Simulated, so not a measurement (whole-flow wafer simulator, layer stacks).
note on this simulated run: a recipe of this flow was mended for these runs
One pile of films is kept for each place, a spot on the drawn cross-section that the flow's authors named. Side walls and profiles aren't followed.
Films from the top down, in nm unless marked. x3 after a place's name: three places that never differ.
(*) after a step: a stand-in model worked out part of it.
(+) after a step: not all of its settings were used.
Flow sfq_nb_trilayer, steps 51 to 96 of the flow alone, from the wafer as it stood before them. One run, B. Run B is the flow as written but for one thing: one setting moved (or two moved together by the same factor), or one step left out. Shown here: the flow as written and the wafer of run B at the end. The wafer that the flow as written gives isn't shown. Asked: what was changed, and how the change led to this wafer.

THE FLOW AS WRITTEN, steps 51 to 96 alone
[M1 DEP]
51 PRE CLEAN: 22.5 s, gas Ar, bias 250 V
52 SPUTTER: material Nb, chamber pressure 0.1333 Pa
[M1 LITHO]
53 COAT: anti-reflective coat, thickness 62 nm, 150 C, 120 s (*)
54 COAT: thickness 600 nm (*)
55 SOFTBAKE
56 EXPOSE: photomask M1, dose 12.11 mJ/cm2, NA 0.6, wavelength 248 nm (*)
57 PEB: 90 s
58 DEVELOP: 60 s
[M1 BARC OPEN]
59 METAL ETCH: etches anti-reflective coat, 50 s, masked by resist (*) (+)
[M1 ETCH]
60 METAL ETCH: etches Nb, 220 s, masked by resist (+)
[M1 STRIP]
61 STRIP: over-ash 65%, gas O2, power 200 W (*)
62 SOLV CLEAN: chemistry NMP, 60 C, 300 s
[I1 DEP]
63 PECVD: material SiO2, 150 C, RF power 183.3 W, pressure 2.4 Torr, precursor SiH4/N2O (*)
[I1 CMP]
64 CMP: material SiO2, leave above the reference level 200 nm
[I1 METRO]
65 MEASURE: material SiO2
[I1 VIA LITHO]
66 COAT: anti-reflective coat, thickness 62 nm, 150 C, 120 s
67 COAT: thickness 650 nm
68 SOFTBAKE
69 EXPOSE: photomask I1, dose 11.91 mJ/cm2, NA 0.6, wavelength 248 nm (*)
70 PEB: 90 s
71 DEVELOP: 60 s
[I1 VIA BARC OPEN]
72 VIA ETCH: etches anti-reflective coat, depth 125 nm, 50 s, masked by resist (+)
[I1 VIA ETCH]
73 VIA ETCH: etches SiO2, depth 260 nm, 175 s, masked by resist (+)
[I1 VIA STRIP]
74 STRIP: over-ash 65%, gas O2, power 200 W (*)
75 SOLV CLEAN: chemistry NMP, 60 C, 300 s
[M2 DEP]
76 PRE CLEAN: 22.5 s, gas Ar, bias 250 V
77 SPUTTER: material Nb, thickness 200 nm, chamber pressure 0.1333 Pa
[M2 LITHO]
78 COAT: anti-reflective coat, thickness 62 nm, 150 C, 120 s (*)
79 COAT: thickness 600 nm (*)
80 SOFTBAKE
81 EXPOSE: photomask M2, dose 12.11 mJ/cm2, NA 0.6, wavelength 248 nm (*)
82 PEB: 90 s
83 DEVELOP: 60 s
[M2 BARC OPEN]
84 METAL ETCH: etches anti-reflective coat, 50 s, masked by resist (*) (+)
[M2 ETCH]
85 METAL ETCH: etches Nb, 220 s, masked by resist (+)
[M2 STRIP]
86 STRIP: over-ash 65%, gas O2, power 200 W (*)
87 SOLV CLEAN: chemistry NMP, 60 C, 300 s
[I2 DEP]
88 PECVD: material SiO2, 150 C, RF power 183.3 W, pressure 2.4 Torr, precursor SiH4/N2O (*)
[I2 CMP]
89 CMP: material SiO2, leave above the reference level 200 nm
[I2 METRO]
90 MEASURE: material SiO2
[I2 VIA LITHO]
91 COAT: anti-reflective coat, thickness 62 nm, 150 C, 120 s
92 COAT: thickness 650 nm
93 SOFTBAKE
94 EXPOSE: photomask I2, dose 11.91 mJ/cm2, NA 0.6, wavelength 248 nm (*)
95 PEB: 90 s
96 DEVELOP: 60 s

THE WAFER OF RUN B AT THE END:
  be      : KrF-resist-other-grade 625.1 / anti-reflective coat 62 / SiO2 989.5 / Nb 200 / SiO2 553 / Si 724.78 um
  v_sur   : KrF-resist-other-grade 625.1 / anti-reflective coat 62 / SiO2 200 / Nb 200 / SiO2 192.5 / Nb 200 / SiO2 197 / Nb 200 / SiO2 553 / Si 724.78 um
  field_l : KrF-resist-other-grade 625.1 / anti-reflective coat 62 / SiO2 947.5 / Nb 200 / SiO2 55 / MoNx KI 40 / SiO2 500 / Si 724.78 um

The cause: step 51, PRE CLEAN: 9 s was run, where the flow has 22.5 s.

How the change led to this, step by step:
  51 PRE CLEAN: 22.5 s, gas Ar, bias 250 V
      field_l, v_sur, via_wl and 102 more: SiO2 -3 (as written it would be: SiO2 -7.5)
      via_w: Nb -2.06 (as written it would be: Nb -6.45)
  53 COAT: anti-reflective coat, thickness 62 nm, 150 C, 120 s (*)
      via_wr: anti-reflective coat +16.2 (new film) (as written it would be: anti-reflective coat +17 (new film))
  61 STRIP: over-ash 65%, gas O2, power 200 W (*)
      via_wr: KrF-resist-other-grade -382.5 (all of it), anti-reflective coat -16.2 (all of it) (as written it would be: KrF-resist-other-grade -381.9 (all of it), anti-reflective coat -17 (all of it))
